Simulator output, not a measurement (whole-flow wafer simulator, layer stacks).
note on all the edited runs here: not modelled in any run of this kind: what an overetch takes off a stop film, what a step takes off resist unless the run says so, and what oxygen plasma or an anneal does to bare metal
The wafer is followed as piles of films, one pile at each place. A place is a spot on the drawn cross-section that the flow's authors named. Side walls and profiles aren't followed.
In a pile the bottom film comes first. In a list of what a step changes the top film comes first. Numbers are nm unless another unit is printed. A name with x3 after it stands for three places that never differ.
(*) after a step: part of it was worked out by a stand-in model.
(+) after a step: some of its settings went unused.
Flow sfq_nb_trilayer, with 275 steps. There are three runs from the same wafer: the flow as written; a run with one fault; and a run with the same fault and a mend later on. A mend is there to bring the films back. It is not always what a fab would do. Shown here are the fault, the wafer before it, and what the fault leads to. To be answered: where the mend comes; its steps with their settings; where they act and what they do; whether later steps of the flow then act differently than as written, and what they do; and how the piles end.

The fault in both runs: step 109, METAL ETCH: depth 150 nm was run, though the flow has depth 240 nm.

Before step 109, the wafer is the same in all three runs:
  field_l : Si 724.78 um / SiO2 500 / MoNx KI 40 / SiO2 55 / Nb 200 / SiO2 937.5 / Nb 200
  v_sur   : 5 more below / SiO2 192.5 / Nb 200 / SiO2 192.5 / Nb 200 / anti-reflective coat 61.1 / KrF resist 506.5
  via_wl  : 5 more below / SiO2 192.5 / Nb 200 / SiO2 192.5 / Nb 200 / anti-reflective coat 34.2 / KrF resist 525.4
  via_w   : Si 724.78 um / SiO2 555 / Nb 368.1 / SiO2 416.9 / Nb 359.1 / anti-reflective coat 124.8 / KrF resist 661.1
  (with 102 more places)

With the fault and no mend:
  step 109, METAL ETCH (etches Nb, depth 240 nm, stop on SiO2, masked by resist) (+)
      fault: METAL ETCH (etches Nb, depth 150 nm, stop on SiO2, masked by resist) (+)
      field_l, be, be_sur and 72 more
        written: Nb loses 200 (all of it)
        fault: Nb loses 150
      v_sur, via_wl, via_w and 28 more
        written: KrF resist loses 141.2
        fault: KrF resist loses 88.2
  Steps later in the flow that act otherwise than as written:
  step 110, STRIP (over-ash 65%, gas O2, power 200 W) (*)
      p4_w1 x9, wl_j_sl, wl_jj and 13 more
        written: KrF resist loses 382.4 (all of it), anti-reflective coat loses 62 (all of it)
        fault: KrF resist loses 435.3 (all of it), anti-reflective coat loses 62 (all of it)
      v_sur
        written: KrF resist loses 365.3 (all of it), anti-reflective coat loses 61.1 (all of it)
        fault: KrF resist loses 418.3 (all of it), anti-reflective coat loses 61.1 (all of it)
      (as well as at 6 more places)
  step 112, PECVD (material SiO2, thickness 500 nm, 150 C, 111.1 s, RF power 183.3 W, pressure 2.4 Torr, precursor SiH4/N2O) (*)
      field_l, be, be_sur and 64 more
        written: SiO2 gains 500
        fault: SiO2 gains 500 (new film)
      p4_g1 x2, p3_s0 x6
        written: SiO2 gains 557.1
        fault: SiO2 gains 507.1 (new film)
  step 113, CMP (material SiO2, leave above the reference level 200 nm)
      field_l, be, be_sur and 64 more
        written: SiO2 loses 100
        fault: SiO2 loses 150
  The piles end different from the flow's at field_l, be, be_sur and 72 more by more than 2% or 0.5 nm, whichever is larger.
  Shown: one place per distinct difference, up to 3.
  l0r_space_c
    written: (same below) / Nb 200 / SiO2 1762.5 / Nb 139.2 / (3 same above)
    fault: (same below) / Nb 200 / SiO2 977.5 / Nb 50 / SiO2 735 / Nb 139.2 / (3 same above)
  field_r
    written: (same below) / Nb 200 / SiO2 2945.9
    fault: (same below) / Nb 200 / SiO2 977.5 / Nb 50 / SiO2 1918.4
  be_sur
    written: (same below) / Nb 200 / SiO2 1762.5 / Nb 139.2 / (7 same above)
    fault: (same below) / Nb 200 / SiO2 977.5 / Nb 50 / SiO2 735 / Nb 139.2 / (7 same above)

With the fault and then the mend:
  The mend stands after step 109.
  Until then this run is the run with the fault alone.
  step 109a, METAL ETCH (etches Nb, depth 90 nm, stop on SiO2, masked by resist) (+) (the flow's step 109 again, with other settings)
      field_l, be, be_sur and 72 more
        Nb loses 50 (all of it)
      v_sur, via_wl, via_w and 28 more
        KrF resist loses 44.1
  Steps later in the flow that act otherwise than as written:
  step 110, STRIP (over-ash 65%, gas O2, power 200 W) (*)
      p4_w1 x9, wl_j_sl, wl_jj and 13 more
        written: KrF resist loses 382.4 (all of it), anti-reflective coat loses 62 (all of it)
        mend: KrF resist loses 391.2 (all of it), anti-reflective coat loses 62 (all of it)
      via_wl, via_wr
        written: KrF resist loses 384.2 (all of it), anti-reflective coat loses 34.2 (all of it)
        mend: KrF resist loses 393 (all of it), anti-reflective coat loses 34.2 (all of it)
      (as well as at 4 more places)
  The piles end the same as the flow's at every place that both follow.
